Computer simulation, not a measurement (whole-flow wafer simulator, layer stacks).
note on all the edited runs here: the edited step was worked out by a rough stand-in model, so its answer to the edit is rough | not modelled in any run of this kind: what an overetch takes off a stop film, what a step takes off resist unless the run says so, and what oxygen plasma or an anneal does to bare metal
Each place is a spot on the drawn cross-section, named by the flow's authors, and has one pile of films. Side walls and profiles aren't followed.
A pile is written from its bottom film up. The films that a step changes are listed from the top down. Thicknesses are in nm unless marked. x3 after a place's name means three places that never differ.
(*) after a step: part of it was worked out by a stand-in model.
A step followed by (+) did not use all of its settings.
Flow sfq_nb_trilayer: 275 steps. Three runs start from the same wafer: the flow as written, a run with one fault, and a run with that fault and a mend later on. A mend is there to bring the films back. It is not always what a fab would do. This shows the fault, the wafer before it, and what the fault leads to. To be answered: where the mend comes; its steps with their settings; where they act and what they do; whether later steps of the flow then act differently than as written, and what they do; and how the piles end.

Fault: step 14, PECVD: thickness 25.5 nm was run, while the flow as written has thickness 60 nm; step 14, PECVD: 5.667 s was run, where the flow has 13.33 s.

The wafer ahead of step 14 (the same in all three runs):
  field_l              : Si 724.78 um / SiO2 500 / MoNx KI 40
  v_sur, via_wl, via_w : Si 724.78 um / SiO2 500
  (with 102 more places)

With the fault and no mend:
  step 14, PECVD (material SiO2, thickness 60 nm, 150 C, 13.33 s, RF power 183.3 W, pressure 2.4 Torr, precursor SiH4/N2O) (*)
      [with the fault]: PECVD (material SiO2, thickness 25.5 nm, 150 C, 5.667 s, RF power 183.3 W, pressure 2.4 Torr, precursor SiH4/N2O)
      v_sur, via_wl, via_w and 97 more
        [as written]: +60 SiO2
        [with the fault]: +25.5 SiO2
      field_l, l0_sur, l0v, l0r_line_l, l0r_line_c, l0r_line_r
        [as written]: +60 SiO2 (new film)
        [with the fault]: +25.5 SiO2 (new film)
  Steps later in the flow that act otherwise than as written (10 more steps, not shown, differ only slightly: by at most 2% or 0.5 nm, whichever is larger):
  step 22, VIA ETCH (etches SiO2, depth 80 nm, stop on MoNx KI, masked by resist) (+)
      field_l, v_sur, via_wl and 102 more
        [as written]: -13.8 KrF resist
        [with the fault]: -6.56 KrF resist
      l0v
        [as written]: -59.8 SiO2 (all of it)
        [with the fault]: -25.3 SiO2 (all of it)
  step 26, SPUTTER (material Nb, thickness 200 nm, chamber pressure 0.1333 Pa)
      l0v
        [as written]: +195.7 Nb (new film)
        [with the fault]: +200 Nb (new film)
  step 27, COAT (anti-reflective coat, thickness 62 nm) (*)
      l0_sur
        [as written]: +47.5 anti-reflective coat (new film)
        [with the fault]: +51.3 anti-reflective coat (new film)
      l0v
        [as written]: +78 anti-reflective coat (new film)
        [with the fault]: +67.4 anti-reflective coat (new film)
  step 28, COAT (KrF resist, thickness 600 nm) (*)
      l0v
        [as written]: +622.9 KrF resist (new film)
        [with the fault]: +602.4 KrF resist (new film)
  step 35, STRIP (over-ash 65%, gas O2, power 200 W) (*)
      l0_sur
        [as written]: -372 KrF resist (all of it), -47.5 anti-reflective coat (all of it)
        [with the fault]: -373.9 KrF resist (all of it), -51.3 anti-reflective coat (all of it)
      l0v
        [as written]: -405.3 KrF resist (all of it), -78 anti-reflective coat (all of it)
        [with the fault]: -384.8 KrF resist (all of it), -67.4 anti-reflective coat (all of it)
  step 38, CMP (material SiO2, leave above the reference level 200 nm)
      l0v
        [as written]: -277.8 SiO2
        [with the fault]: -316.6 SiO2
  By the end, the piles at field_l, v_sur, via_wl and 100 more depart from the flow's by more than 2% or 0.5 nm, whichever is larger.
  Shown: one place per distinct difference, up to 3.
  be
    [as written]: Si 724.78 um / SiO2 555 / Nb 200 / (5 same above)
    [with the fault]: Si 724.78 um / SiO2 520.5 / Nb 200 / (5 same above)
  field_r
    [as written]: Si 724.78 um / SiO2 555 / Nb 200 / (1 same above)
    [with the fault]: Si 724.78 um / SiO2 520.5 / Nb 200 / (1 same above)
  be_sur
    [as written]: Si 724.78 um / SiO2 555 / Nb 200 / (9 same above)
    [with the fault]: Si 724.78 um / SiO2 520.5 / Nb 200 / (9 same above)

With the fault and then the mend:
  The mend stands after step 20.
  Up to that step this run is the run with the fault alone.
  step 20a, STRIP (over-ash 65%, gas O2, power 200 W) (*)
      p4_fl x3, p4_w1 x9, p4_g1 x2 and 59 more
        -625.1 KrF resist (all of it), -62 anti-reflective coat (all of it)
      jj_sur, ce_l, c5j, ce_r, sp_r, be_r, r_sur
        -632 KrF resist (all of it), -63.7 anti-reflective coat (all of it)
      gap, res, r_end
        -632.1 KrF resist (all of it), -63.7 anti-reflective coat (all of it)
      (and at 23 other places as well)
  step 20b, PECVD (material SiO2, thickness 34.5 nm, 150 C, 7.667 s, RF power 183.3 W, pressure 2.4 Torr, precursor SiH4/N2O) (a further turn of the flow's step 14, with different settings)
      field_l, v_sur, via_wl and 103 more
        +34.5 SiO2
  step 20c, COAT (anti-reflective coat, thickness 62 nm) (*) (a further turn of the flow's step 15)
      p4_fl x3, p4_w1 x9, p4_g1 x2 and 59 more
        +62 anti-reflective coat (new film)
      be_sur, gap, jj_sur and 8 more
        +63.7 anti-reflective coat (new film)
      wire, be, moat, field_r, lsp_l
        +63.8 anti-reflective coat (new film)
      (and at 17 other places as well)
  step 20d, COAT (KrF resist, thickness 650 nm) (*) (a further turn of the flow's step 16)
      p4_fl x3, p4_w1 x9, p4_g1 x2 and 59 more
        +650 KrF resist (new film)
      jj_sur, ce_l, c5j, ce_r, sp_r, be_r, r_sur
        +656.9 KrF resist (new film)
      v_sur, via_wr
        +659.5 KrF resist (new film)
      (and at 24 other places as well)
  step 20e, SOFTBAKE (KrF resist) (a further turn of the flow's step 17)
      leaves every film unchanged at each place that is followed
  step 20f, EXPOSE (photomask L0V, dose 12.41 mJ/cm2, NA 0.6, wavelength 248 nm) (*) (a further turn of the flow's step 18)
      leaves every film unchanged at each place that is followed
  step 20g, PEB (KrF resist, 90 s) (a further turn of the flow's step 19)
      p4_fl x3, p4_w1 x9, p4_g1 x2 and 59 more
        -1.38 KrF resist
      via_v, wire, be and 15 more
        -1.39 KrF resist
      v_sur, via_w, via_wr, via_sp, lsp_m, ln_m6, lsp_r
        -1.4 KrF resist
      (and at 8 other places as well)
  step 20h, DEVELOP (KrF resist, thickness 650 nm, 60 s) (a further turn of the flow's step 20)
      field_l, v_sur, via_wl and 102 more
        -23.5 KrF resist
      l0v
        -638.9 KrF resist (all of it)
  Every later step of the flow that is run acts as written, at every place that is followed, to within 2% or 0.5 nm, whichever is larger.
  At every place that both follow, the piles at the end match the flow's.
